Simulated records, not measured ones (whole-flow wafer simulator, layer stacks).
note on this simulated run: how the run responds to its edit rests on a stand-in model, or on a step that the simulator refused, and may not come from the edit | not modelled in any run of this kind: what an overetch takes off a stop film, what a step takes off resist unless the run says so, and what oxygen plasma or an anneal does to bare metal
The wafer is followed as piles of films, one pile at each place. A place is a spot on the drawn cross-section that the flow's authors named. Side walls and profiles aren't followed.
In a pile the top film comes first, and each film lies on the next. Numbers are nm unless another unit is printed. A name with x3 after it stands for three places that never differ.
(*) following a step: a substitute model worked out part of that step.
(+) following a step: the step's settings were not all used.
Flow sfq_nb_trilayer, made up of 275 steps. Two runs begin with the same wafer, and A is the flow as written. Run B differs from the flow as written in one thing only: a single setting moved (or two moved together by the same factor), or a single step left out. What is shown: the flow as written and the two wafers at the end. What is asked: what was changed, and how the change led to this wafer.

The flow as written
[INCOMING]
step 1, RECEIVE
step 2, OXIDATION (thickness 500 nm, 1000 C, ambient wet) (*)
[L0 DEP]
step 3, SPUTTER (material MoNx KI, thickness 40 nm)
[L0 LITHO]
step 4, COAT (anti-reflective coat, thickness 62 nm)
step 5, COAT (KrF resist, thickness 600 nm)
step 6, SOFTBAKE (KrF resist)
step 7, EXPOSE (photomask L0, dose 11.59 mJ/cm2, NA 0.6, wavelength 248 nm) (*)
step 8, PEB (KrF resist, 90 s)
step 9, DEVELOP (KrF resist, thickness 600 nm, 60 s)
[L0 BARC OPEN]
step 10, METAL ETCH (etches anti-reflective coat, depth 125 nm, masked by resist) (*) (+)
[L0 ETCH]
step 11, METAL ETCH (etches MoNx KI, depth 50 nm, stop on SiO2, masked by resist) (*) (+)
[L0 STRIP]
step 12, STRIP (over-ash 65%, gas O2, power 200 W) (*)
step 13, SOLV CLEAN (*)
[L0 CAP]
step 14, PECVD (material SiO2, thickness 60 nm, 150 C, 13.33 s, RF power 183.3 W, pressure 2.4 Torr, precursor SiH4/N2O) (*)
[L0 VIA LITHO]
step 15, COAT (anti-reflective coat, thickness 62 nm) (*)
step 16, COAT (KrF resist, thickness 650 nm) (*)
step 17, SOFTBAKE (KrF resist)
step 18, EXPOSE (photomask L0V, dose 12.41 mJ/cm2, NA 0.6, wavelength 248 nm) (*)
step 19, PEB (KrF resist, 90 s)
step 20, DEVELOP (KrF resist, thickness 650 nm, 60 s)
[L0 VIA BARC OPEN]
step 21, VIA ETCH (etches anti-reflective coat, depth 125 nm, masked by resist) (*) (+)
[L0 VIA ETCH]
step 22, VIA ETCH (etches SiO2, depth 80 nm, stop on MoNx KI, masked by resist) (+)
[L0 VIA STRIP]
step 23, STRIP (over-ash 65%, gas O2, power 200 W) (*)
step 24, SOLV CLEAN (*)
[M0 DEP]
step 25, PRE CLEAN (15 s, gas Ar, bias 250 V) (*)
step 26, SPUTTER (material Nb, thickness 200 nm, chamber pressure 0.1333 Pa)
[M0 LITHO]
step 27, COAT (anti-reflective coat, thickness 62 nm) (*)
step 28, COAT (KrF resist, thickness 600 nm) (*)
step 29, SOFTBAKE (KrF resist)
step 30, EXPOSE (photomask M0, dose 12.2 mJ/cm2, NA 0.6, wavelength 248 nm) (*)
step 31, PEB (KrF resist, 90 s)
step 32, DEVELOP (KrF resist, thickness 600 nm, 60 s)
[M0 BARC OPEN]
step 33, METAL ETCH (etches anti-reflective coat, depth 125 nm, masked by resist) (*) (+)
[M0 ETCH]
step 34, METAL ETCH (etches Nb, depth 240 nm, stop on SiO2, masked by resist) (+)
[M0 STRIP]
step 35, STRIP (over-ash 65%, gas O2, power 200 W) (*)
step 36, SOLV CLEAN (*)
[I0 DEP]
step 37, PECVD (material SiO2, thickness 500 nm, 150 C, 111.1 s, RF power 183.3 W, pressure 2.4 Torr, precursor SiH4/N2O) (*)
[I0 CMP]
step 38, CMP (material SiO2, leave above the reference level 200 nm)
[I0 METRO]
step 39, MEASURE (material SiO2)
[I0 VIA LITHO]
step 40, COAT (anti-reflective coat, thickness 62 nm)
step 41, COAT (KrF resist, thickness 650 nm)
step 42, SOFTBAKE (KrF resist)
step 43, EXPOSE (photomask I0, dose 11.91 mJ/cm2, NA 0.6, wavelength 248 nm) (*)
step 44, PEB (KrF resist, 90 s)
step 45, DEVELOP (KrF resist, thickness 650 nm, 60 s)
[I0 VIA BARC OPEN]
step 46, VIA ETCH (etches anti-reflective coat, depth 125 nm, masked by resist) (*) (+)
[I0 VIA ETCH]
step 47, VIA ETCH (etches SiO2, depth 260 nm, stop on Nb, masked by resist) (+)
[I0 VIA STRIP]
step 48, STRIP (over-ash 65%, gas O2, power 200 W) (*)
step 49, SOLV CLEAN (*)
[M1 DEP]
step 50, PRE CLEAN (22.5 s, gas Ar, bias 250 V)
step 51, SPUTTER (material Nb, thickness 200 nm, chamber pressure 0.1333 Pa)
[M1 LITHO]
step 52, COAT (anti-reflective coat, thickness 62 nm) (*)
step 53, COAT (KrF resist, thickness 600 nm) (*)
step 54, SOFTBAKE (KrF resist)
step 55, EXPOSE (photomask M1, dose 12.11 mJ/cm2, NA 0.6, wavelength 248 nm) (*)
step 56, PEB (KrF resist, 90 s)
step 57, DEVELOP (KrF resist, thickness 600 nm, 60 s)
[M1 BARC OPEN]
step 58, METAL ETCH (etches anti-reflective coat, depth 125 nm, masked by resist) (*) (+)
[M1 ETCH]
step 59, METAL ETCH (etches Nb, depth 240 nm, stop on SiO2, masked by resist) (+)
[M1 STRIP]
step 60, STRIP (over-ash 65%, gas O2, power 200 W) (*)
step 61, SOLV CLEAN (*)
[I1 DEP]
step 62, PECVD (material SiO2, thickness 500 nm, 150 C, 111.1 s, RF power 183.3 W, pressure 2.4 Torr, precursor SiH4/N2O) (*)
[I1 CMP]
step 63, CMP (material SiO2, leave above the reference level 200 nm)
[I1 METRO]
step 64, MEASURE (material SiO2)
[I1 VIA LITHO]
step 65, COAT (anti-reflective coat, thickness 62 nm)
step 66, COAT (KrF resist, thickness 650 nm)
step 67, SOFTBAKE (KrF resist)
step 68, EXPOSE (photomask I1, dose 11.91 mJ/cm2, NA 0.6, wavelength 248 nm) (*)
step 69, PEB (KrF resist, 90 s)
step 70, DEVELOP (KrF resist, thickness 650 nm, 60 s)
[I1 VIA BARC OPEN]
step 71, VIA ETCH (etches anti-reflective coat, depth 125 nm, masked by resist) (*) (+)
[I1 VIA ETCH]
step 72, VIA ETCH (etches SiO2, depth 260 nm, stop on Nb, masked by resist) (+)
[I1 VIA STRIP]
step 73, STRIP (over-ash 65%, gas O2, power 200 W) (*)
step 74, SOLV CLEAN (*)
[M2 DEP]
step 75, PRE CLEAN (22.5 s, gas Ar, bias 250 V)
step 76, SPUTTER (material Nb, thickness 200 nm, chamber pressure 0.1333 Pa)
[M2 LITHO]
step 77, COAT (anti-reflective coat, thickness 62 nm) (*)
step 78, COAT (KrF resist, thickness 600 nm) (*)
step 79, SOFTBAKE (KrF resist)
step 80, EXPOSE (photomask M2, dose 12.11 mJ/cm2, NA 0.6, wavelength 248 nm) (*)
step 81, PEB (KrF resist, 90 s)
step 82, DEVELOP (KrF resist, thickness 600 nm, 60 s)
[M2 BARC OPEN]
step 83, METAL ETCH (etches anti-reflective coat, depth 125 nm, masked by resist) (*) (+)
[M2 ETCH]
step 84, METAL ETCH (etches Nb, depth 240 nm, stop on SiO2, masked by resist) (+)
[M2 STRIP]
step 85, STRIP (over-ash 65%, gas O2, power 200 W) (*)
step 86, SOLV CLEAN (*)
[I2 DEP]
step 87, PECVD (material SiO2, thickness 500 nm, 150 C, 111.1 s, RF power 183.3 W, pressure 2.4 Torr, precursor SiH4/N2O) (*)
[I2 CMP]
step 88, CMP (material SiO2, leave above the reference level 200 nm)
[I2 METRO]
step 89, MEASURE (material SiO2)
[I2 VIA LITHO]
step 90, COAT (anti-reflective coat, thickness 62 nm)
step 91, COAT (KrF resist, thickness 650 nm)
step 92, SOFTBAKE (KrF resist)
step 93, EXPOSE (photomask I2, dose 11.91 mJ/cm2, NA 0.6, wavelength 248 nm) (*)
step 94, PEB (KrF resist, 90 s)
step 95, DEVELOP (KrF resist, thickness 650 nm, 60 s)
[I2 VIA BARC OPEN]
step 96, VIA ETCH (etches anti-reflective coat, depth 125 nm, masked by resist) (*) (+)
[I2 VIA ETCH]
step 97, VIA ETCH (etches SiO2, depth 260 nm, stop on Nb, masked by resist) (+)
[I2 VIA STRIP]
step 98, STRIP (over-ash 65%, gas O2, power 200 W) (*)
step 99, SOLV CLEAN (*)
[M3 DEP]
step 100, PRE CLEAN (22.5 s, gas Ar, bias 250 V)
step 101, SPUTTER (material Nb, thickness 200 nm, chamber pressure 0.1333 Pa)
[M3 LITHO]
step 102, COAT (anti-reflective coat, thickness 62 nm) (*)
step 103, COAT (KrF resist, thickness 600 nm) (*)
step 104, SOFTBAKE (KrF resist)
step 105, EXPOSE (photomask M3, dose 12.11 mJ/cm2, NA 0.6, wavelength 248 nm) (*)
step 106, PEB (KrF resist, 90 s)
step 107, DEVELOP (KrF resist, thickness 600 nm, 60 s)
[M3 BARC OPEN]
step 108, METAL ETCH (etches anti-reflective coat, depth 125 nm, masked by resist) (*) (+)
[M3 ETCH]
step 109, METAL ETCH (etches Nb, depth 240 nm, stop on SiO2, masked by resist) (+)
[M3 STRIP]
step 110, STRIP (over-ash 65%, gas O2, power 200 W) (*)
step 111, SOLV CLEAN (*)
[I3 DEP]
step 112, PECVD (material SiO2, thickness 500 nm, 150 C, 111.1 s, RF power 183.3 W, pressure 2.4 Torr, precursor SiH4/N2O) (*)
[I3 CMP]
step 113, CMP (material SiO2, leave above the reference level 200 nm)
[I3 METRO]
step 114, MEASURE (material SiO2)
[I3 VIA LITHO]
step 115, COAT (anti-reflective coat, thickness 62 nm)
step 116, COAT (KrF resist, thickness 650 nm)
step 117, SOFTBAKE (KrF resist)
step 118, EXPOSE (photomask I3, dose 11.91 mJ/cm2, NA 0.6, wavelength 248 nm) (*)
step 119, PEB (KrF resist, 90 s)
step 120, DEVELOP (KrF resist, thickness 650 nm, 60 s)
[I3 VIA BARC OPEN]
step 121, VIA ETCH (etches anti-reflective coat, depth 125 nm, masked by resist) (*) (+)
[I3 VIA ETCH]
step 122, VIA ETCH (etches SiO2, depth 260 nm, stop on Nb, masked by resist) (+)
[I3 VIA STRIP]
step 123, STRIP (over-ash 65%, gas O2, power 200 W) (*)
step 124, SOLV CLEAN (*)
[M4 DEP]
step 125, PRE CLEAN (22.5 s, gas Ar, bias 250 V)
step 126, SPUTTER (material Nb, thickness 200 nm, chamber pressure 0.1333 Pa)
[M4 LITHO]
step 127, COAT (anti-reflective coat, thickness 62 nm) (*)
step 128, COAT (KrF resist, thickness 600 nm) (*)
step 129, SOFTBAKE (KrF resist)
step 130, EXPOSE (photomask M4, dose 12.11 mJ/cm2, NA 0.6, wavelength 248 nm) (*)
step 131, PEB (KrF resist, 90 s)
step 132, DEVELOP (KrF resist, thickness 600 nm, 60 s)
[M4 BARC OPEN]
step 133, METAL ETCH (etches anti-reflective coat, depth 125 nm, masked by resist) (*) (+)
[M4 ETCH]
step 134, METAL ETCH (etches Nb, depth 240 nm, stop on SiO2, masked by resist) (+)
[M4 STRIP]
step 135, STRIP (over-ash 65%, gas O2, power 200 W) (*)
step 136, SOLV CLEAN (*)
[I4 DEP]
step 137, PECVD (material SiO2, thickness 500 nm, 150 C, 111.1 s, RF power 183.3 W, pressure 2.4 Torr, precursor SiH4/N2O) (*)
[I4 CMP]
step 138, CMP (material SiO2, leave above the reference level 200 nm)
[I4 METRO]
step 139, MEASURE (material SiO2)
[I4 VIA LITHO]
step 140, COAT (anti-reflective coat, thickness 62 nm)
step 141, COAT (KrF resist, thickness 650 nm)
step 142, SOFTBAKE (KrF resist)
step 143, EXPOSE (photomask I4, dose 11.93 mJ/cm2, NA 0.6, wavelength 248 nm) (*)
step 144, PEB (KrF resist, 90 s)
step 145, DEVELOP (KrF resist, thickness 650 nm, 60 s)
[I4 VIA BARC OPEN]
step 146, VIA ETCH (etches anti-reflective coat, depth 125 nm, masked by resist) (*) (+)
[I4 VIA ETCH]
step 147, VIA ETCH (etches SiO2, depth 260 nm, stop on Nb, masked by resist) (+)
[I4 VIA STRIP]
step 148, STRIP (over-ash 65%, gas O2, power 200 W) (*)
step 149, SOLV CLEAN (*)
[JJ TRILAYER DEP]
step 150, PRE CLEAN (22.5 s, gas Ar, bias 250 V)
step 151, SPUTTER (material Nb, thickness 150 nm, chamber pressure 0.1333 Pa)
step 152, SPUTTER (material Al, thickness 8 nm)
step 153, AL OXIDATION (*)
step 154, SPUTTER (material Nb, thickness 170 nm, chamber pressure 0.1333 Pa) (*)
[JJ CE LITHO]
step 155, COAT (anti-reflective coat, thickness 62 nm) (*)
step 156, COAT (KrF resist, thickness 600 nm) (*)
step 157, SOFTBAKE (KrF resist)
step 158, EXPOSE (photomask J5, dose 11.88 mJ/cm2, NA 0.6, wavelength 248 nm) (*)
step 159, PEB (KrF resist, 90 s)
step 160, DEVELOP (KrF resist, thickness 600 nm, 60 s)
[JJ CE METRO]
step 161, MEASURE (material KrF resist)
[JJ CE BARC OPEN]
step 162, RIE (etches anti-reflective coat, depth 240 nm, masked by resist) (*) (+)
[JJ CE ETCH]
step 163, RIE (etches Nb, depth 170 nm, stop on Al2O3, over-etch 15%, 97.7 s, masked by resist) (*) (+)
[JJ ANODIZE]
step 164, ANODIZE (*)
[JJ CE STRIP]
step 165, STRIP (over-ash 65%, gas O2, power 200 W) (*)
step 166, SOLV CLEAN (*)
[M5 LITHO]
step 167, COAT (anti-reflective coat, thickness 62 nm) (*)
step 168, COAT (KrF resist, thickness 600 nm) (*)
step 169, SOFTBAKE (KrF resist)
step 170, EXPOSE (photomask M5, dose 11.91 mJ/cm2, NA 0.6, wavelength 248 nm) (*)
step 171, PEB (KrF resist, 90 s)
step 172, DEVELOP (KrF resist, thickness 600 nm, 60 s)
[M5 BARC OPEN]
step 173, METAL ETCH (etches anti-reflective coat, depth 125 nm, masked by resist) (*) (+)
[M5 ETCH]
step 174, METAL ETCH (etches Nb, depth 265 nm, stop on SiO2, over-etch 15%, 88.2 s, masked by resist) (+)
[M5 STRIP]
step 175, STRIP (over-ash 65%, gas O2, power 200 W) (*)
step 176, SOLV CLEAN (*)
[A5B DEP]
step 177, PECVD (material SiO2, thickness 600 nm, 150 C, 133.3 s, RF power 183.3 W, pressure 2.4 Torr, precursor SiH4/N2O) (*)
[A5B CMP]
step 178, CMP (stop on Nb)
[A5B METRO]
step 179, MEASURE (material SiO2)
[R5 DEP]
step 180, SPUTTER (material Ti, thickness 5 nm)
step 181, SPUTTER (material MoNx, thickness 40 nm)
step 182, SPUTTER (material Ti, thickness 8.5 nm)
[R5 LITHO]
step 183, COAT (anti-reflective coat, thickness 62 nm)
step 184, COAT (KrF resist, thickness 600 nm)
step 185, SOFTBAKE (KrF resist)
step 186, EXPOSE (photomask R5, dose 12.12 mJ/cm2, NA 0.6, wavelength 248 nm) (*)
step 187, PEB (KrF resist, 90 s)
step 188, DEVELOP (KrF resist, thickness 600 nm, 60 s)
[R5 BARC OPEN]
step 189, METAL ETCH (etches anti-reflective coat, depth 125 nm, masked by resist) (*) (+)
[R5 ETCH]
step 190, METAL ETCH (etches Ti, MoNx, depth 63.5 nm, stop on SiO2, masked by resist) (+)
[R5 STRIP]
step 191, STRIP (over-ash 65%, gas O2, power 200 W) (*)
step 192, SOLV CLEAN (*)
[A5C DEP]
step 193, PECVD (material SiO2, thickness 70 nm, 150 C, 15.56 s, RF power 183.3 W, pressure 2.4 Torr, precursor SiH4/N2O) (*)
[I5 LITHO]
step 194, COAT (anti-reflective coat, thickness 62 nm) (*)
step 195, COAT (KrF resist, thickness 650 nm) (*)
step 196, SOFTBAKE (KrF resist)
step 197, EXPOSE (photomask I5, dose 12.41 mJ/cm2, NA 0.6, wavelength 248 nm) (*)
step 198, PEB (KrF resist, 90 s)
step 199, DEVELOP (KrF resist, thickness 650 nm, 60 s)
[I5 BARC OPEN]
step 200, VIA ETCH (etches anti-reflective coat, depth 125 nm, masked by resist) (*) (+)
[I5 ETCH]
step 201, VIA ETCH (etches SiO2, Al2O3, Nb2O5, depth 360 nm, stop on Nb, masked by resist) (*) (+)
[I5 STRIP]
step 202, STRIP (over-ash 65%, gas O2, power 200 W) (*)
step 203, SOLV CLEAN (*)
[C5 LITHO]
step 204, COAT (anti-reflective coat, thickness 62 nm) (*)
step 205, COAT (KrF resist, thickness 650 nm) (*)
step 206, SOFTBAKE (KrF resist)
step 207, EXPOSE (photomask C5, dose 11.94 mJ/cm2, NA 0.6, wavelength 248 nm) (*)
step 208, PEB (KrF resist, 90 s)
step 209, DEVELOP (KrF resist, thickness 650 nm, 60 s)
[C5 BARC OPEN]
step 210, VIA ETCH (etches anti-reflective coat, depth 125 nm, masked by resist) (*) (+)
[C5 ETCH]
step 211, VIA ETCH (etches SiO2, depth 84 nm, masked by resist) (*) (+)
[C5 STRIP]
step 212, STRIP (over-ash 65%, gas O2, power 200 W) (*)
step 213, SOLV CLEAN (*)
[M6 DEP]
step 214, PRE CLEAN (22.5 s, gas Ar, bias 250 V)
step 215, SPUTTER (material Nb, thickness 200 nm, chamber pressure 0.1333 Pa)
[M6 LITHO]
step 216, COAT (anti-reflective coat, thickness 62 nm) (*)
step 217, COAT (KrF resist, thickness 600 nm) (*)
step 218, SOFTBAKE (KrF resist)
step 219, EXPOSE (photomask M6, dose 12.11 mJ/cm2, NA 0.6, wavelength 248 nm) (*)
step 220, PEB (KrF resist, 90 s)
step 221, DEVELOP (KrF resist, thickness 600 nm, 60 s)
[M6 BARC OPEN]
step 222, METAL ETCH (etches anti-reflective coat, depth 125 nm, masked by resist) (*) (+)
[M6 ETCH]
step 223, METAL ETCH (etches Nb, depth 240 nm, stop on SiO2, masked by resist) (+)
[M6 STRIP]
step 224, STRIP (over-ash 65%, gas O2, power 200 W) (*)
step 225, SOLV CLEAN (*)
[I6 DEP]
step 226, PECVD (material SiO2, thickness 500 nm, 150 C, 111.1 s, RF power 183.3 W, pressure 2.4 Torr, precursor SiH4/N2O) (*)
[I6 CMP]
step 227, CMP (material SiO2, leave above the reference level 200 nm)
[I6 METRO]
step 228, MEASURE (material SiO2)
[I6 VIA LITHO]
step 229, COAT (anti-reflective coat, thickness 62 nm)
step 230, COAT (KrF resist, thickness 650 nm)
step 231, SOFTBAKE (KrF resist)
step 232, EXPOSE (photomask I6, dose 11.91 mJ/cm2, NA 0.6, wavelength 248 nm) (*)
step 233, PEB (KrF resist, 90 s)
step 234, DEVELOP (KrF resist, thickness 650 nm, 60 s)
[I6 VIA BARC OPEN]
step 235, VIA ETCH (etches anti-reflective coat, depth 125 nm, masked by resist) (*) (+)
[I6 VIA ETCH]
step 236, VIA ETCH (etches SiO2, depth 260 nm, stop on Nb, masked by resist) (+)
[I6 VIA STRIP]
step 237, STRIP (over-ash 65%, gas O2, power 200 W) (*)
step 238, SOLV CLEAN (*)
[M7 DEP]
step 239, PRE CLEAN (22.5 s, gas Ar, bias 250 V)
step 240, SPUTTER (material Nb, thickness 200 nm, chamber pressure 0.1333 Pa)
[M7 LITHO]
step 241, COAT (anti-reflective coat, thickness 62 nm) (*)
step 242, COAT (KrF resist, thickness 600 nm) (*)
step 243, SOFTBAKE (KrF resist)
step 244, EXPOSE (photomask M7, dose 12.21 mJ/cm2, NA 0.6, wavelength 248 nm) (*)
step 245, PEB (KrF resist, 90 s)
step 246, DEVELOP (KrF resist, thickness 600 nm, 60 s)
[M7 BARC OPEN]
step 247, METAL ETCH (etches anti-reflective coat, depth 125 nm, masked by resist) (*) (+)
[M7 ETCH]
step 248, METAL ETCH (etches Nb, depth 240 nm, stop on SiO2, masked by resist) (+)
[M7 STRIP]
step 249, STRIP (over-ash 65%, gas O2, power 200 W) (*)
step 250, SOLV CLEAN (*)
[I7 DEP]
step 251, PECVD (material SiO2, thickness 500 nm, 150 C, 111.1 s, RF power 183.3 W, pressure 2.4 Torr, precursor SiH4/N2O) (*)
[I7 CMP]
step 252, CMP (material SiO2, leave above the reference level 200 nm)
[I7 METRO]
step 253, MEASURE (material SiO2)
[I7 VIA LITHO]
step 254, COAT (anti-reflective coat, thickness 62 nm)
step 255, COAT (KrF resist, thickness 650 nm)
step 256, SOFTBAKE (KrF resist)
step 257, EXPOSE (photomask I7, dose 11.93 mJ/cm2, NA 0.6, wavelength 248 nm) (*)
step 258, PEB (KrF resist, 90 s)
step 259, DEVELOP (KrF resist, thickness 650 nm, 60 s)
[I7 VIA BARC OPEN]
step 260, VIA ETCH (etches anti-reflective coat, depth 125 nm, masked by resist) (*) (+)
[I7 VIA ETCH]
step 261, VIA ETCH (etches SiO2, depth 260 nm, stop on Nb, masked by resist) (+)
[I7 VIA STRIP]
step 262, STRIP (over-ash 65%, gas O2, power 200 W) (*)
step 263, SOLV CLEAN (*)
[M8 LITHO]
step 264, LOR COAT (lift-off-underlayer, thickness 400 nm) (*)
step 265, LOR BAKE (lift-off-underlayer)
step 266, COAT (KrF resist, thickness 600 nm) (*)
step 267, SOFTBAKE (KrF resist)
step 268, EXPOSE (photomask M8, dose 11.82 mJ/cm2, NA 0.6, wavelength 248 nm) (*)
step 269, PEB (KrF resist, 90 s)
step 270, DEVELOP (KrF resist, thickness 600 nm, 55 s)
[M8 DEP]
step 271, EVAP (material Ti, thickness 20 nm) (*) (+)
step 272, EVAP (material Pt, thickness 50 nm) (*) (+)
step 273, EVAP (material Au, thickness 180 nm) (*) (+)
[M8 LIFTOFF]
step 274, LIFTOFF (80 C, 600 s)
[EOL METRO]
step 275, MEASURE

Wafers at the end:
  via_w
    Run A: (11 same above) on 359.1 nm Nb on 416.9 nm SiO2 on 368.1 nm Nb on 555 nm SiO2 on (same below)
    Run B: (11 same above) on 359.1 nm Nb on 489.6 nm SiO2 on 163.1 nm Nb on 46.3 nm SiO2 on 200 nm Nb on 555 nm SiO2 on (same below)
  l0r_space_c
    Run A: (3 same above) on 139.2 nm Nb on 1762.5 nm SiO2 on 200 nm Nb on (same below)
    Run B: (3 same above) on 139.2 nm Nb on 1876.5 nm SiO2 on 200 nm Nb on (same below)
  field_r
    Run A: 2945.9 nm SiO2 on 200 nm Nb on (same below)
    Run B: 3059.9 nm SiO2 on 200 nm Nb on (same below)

What caused this: step 38, CMP: leave above the reference level 314 nm was run, whereas the flow has leave above the reference level 200 nm.

The path from the change to this, step by step:
  step 38, CMP (material SiO2, leave above the reference level 200 nm)
      v_sur, via_wl, via_w and 94 more: A -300 SiO2 | B -186 SiO2
      field_l, l0_sur, l0r_line_l, l0r_line_c, l0r_line_r: A -340 SiO2 | B -226 SiO2
      (also at 4 further places)
  step 47, VIA ETCH (etches SiO2, depth 260 nm, stop on Nb, masked by resist) (+)
      via_w: A -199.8 SiO2 (all of it) | B -260 SiO2
  step 50, PRE CLEAN (22.5 s, gas Ar, bias 250 V)
      via_w: A -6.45 Nb | B -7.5 SiO2
  step 51, SPUTTER (material Nb, thickness 200 nm, chamber pressure 0.1333 Pa)
      via_w: A +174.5 Nb | B +163.1 Nb (new film)
  step 52, COAT (anti-reflective coat, thickness 62 nm) (*)
      via_w: A +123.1 anti-reflective coat (new film) | B +136.1 anti-reflective coat (new film)
      via_wr: A +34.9 anti-reflective coat (new film) | B +33.2 anti-reflective coat (new film)
  step 53, COAT (KrF resist, thickness 600 nm) (*)
      via_w: A +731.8 KrF resist (new film) | B +781.6 KrF resist (new film)
  step 60, STRIP (over-ash 65%, gas O2, power 200 W) (*)
      via_w: A -513.8 KrF resist (all of it), -123.1 anti-reflective coat (all of it) | B -563.6 KrF resist (all of it), -136.1 anti-reflective coat (all of it)
      via_wr: A -384.4 KrF resist (all of it), -34.9 anti-reflective coat (all of it) | B -378.6 KrF resist (all of it), -33.2 anti-reflective coat (all of it)
  step 62, PECVD (material SiO2, thickness 500 nm, 150 C, 111.1 s, RF power 183.3 W, pressure 2.4 Torr, precursor SiH4/N2O) (*)
      via_w: A +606 SiO2 (new film) | B +678.7 SiO2 (new film)
Taking metal films that touch as one body, via_w has 6 bodies (between them, from the top down: SiO2 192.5; SiO2 427.3 / Al2O3 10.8 / Nb2O5 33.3; SiO2 425.9; SiO2 489.6; SiO2 46.3); the flow as written gives 5 bodies (between them, from the top down: SiO2 192.5; SiO2 427.3 / Al2O3 10.8 / Nb2O5 33.3; SiO2 425.9; SiO2 416.9).
